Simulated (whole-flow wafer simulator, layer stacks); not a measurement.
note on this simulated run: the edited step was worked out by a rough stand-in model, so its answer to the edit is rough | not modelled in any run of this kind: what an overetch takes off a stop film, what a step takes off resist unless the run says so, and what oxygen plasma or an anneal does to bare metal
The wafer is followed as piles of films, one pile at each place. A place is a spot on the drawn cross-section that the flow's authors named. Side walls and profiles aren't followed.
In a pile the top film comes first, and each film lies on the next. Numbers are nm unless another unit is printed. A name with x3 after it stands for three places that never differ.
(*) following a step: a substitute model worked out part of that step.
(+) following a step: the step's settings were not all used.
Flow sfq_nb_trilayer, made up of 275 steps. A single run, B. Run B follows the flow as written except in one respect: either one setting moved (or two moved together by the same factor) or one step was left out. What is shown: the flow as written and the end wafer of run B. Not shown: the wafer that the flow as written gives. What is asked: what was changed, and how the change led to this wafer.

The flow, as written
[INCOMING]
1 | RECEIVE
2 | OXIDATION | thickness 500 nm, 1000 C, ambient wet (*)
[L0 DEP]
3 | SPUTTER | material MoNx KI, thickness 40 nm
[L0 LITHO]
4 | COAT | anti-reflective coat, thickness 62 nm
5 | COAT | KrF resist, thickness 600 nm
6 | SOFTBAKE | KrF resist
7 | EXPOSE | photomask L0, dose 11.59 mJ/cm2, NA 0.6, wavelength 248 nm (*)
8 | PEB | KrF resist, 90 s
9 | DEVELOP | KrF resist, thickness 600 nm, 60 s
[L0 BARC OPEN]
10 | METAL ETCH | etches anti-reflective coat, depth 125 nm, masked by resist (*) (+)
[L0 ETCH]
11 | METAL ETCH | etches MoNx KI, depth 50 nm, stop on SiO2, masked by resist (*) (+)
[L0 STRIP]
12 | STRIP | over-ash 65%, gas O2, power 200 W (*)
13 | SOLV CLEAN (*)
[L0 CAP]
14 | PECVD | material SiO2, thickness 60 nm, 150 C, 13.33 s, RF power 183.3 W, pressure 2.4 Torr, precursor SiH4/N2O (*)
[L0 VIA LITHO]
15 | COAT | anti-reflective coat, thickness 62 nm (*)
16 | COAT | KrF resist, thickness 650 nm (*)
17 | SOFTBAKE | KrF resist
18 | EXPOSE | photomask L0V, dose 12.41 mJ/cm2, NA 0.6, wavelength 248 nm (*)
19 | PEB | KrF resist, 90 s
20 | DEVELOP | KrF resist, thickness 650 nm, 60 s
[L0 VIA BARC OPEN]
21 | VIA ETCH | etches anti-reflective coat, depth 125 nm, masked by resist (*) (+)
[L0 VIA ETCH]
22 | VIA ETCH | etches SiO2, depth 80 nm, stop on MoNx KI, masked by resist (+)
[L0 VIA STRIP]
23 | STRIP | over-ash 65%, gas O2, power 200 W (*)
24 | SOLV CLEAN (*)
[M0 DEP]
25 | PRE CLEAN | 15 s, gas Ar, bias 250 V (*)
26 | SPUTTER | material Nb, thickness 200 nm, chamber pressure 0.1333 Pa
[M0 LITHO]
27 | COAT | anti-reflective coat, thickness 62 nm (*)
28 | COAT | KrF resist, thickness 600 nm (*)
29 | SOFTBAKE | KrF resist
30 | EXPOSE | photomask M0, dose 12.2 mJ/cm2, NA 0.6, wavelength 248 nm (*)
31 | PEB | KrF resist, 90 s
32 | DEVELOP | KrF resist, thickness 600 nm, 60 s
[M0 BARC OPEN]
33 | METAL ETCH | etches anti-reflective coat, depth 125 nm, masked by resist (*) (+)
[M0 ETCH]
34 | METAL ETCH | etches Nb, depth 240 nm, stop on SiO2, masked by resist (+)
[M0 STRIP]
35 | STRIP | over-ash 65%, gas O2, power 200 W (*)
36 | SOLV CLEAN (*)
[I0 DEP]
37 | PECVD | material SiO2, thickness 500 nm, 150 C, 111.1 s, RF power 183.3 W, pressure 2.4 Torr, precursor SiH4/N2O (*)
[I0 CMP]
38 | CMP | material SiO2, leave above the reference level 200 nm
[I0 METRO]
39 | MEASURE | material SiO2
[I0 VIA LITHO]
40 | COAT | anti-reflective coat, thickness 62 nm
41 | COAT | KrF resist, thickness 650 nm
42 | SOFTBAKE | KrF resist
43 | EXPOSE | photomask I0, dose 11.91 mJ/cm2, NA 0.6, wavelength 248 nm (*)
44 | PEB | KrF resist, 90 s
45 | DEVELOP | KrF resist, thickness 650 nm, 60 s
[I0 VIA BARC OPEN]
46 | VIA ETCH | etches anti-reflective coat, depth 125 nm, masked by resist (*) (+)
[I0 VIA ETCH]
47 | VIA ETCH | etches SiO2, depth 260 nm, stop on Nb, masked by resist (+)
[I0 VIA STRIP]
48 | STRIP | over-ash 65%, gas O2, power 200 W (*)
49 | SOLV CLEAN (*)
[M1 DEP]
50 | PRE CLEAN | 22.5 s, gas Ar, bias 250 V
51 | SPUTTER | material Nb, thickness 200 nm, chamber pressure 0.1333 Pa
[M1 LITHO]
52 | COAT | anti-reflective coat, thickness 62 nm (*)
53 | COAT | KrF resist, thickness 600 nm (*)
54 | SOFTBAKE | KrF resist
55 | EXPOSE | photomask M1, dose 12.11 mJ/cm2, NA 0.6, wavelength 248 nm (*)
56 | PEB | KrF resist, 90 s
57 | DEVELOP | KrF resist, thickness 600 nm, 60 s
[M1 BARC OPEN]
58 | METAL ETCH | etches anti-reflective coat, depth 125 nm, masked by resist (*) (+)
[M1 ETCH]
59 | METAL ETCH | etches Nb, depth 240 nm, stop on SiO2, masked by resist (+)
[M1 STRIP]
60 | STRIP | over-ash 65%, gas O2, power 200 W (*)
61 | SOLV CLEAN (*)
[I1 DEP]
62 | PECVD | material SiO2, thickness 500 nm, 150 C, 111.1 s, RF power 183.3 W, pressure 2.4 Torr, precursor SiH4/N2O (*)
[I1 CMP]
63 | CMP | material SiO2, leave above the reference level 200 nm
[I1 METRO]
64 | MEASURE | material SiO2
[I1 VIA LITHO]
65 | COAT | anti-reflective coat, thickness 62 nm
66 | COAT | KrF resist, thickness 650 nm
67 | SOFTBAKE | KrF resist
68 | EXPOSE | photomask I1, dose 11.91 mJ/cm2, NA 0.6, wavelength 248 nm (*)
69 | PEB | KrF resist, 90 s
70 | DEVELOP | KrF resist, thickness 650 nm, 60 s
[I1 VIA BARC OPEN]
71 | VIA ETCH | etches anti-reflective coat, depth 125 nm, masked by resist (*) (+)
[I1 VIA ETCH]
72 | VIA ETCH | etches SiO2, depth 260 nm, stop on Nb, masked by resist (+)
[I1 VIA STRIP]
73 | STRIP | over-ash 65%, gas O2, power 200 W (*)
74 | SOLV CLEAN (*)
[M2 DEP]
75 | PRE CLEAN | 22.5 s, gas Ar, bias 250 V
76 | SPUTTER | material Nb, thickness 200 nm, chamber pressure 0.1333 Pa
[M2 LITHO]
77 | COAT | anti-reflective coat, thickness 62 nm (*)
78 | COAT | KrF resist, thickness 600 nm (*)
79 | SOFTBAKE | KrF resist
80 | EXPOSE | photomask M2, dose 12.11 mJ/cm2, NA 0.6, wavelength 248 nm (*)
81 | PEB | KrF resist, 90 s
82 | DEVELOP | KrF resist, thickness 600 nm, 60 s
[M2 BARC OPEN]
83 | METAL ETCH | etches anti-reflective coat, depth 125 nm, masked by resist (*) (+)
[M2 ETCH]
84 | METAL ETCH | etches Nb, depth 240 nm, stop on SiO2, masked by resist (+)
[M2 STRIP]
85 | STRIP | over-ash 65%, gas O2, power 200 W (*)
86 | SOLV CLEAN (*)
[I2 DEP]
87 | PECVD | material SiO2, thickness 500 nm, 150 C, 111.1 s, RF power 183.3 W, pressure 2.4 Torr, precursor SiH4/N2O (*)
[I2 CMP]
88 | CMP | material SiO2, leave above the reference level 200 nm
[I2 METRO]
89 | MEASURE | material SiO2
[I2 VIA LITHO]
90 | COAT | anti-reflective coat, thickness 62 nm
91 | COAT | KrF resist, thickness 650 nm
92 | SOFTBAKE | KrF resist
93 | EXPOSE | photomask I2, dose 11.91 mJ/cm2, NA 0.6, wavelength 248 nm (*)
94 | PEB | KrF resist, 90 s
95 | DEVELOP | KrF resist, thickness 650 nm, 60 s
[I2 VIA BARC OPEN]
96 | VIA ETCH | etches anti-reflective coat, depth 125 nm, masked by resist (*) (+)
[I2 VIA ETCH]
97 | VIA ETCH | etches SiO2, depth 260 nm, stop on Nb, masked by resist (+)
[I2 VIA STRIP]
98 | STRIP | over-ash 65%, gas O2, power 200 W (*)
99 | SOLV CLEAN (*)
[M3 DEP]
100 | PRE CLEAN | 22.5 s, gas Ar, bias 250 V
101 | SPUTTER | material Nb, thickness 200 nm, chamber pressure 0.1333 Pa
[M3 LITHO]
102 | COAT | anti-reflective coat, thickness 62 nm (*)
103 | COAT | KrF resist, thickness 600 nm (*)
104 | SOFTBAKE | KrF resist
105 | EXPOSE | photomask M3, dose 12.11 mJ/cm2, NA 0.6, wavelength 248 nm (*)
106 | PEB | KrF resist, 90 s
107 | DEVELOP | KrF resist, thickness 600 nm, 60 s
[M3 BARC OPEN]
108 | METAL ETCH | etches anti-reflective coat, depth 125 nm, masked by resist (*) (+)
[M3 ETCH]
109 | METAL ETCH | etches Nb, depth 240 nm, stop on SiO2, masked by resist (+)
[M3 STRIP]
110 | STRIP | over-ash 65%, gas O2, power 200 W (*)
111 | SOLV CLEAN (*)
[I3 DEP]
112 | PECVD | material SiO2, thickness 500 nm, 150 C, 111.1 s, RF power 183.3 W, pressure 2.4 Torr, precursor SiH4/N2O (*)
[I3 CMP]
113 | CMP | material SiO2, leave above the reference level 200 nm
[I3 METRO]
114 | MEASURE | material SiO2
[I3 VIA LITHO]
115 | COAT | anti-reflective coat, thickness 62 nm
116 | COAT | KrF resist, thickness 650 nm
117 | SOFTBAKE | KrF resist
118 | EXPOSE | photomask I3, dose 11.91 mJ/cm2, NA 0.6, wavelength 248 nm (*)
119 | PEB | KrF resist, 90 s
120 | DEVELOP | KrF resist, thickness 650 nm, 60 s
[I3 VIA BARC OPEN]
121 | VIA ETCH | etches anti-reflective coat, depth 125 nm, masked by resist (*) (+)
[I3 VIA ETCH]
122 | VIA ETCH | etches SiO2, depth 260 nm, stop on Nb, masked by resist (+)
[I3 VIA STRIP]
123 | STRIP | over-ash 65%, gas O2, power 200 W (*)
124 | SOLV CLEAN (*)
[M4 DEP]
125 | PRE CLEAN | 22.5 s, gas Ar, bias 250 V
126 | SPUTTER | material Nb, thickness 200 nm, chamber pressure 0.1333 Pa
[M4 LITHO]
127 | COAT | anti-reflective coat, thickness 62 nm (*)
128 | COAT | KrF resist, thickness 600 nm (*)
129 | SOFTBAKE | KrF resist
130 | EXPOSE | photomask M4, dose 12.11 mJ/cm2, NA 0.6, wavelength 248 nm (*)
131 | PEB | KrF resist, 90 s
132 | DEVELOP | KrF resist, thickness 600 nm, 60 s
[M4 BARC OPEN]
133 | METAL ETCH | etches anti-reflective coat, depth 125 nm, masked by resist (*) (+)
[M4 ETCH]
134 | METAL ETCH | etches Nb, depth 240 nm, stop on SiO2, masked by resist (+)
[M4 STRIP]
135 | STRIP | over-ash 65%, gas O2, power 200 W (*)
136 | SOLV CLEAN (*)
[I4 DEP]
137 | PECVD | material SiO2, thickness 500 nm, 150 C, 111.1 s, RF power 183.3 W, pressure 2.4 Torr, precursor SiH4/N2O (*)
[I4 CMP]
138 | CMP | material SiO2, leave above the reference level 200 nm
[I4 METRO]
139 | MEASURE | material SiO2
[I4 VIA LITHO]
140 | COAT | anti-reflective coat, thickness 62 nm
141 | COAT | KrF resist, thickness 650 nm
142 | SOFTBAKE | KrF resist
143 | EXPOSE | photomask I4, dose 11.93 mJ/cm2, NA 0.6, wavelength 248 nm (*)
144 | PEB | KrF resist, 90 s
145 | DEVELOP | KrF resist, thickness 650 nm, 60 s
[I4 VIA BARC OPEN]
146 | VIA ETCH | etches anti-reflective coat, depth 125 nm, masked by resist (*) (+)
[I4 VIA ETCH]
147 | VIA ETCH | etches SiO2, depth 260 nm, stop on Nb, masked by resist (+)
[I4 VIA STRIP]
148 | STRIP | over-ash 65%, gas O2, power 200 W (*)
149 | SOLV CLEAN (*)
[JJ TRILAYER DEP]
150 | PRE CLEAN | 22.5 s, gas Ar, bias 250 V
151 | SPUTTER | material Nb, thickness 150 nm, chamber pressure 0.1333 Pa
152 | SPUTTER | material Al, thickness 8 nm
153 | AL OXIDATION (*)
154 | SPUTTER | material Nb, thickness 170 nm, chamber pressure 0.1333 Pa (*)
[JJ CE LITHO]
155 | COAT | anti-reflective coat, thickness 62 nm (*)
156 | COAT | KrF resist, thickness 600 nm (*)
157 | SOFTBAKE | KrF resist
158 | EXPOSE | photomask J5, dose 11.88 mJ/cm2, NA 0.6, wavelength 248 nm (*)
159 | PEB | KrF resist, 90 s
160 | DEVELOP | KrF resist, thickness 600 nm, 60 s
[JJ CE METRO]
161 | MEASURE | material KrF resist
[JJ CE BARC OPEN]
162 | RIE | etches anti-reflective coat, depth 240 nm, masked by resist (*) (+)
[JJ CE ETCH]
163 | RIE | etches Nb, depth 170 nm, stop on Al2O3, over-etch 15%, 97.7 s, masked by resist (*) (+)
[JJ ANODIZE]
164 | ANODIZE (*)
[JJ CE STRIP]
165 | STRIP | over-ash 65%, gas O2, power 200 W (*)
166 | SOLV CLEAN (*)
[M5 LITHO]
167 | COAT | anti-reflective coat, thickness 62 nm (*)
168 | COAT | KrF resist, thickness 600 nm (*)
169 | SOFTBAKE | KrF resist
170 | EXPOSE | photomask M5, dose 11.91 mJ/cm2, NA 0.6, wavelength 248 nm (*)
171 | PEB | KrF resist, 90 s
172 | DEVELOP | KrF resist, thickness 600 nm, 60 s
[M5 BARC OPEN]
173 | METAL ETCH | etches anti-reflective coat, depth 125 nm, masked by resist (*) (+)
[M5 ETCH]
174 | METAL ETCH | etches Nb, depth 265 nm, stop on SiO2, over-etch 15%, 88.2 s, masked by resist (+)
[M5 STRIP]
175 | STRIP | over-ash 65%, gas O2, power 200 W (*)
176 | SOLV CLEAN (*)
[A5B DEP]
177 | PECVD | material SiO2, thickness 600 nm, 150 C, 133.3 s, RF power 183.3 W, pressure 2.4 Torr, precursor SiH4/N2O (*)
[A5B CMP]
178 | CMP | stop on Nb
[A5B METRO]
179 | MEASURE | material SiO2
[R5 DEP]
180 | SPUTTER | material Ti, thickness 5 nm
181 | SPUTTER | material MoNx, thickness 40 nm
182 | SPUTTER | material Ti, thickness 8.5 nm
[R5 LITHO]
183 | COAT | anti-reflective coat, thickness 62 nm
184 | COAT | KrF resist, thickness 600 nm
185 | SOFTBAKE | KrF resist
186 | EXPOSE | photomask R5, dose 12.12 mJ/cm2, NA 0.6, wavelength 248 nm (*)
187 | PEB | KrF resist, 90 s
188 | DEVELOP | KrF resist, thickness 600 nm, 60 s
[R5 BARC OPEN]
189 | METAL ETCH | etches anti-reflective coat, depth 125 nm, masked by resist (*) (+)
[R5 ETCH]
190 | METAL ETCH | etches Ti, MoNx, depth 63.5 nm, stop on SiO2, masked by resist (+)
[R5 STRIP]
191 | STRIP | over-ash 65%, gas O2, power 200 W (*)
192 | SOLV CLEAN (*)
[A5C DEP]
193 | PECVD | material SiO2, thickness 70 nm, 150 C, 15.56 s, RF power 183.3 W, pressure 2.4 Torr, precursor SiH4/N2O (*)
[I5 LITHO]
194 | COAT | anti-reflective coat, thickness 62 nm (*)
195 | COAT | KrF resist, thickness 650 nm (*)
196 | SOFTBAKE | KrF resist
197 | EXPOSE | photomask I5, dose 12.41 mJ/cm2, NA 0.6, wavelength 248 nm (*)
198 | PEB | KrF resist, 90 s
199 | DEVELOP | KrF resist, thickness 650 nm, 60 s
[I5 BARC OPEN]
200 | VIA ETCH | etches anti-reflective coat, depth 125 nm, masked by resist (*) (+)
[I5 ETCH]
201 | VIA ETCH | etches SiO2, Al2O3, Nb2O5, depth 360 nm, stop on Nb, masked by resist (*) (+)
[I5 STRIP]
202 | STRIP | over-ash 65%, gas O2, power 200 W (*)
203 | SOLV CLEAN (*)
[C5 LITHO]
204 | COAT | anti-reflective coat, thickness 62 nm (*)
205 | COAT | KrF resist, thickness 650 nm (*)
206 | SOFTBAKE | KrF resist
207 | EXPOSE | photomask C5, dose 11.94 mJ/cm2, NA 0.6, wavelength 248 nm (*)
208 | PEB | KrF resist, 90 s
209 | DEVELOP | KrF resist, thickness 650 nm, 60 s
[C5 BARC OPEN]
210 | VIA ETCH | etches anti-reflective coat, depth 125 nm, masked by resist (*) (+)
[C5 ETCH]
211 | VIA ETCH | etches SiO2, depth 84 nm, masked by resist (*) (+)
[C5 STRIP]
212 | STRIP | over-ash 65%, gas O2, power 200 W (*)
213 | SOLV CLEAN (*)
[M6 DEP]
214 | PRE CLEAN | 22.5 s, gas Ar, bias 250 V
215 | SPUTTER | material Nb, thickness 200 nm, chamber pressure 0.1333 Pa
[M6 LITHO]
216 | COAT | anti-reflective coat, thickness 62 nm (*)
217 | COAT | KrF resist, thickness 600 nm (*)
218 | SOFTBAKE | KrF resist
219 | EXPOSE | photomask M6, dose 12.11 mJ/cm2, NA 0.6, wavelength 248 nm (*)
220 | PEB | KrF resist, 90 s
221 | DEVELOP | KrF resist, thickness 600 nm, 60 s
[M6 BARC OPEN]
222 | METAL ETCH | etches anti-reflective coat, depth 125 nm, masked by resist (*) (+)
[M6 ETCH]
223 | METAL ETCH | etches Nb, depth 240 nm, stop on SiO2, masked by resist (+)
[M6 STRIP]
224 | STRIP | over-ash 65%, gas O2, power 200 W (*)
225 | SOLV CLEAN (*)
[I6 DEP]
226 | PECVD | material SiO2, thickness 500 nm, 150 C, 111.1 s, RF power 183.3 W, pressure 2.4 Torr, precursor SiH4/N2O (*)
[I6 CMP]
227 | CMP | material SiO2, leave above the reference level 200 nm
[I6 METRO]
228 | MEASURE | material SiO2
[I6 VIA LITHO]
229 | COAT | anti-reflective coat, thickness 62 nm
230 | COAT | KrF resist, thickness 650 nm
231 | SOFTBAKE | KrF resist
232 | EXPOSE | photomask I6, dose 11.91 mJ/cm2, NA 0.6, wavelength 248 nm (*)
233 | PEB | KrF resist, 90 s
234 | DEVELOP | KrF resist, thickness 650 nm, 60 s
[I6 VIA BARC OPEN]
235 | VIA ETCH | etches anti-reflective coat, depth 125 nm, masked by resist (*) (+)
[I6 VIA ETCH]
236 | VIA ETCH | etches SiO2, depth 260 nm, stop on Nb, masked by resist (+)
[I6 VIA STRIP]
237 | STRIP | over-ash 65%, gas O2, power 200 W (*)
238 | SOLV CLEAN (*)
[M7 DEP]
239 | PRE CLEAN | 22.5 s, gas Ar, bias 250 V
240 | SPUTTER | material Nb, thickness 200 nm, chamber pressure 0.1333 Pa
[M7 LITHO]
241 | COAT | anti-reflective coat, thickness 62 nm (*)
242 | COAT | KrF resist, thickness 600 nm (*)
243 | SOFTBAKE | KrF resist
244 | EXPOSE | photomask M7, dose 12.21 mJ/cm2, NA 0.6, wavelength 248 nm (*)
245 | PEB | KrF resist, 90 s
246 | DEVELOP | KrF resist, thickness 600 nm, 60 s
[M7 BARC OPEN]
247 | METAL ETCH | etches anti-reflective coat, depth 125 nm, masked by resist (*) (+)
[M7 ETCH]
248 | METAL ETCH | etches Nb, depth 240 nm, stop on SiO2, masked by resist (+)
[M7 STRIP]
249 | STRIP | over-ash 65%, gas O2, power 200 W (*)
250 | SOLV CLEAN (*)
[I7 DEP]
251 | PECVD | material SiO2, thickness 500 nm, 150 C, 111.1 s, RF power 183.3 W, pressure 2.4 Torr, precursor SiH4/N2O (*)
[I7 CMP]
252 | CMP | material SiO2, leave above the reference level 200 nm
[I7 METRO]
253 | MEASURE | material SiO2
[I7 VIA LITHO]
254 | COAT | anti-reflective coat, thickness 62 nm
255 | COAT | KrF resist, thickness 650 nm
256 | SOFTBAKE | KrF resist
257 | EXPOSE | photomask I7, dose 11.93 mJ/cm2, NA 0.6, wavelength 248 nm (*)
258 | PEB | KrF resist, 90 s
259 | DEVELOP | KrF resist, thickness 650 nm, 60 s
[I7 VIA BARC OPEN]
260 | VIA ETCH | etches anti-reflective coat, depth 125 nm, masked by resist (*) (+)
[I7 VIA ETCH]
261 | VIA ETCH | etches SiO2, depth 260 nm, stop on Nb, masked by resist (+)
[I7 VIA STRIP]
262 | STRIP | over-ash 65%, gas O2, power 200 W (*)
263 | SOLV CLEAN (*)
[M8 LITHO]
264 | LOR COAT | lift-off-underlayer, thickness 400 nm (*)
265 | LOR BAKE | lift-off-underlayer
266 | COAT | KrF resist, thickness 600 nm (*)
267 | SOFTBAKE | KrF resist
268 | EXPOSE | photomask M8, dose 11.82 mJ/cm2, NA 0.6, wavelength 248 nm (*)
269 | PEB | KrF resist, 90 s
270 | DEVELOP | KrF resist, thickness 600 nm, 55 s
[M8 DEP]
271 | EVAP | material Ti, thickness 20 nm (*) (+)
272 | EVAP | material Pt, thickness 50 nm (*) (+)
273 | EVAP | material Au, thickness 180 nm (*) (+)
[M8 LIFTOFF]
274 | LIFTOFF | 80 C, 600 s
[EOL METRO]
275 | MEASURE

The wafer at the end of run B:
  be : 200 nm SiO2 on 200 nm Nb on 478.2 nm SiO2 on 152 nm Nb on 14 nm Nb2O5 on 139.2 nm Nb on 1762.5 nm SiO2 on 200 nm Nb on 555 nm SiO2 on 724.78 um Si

What caused this: step 201, VIA ETCH: depth 241 nm was run, while the flow as written has depth 360 nm.

Step by step, how the change led to this:
  201 | VIA ETCH | etches SiO2, Al2O3, Nb2O5, depth 360 nm, stop on Nb, masked by resist (*) (+)
      be: -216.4 SiO2 (all of it), -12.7 Al2O3 (all of it), -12 Nb2O5 (in the flow as written it would be: -216.4 SiO2 (all of it), -12.7 Al2O3 (all of it), -29.9 Nb2O5 (all of it))
      field_l, v_sur, via_wl and 102 more: -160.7 KrF resist (in the flow as written it would be: -240 KrF resist)
  202 | STRIP | over-ash 65%, gas O2, power 200 W (*)
      p4_fl, p4_fm, p4_w1 and 44 more: -412.5 KrF resist (all of it), -62 anti-reflective coat (all of it) (in the flow as written it would be: -333.1 KrF resist (all of it), -62 anti-reflective coat (all of it))
      wl_b_sl, wl_b_m5, wl_b_sr, wl_c_sl, wl_f_sl, wl_f_m6, wl_f_sr, wl_g_sl: -412.3 KrF resist (all of it), -62 anti-reflective coat (all of it) (in the flow as written it would be: -333 KrF resist (all of it), -62 anti-reflective coat (all of it))
      (as well as at 50 more places)
  204 | COAT | anti-reflective coat, thickness 62 nm (*)
      be: +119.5 anti-reflective coat (new film) (in the flow as written it would be: +122.2 anti-reflective coat (new film))
  212 | STRIP | over-ash 65%, gas O2, power 200 W (*)
      be: -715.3 KrF resist (all of it), -119.5 anti-reflective coat (all of it) (in the flow as written it would be: -728.2 KrF resist (all of it), -122.2 anti-reflective coat (all of it))
  214 | PRE CLEAN | 22.5 s, gas Ar, bias 250 V
      be: -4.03 Nb2O5 (in the flow as written it would be: -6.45 Nb)
  215 | SPUTTER | material Nb, thickness 200 nm, chamber pressure 0.1333 Pa
      be: +152 Nb (new film) (in the flow as written it would be: +147.3 Nb)
  216 | COAT | anti-reflective coat, thickness 62 nm (*)
      be: +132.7 anti-reflective coat (new film) (in the flow as written it would be: +136.7 anti-reflective coat (new film))
  217 | COAT | KrF resist, thickness 600 nm (*)
      be: +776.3 KrF resist (new film) (in the flow as written it would be: +793.9 KrF resist (new film))
  224 | STRIP | over-ash 65%, gas O2, power 200 W (*)
      be: -558.3 KrF resist (all of it), -132.7 anti-reflective coat (all of it) (in the flow as written it would be: -575.8 KrF resist (all of it), -136.7 anti-reflective coat (all of it))
  226 | PECVD | material SiO2, thickness 500 nm, 150 C, 111.1 s, RF power 183.3 W, pressure 2.4 Torr, precursor SiH4/N2O (*)
      be: +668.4 SiO2 (new film) (in the flow as written it would be: +693.5 SiO2 (new film))
If metal films that touch count as one body, be has 4 bodies (between them, from the top down: SiO2 478.2; Nb2O5 14; SiO2 1762.5); the flow as written gives 3 bodies (between them, from the top down: SiO2 503.2; SiO2 1762.5).
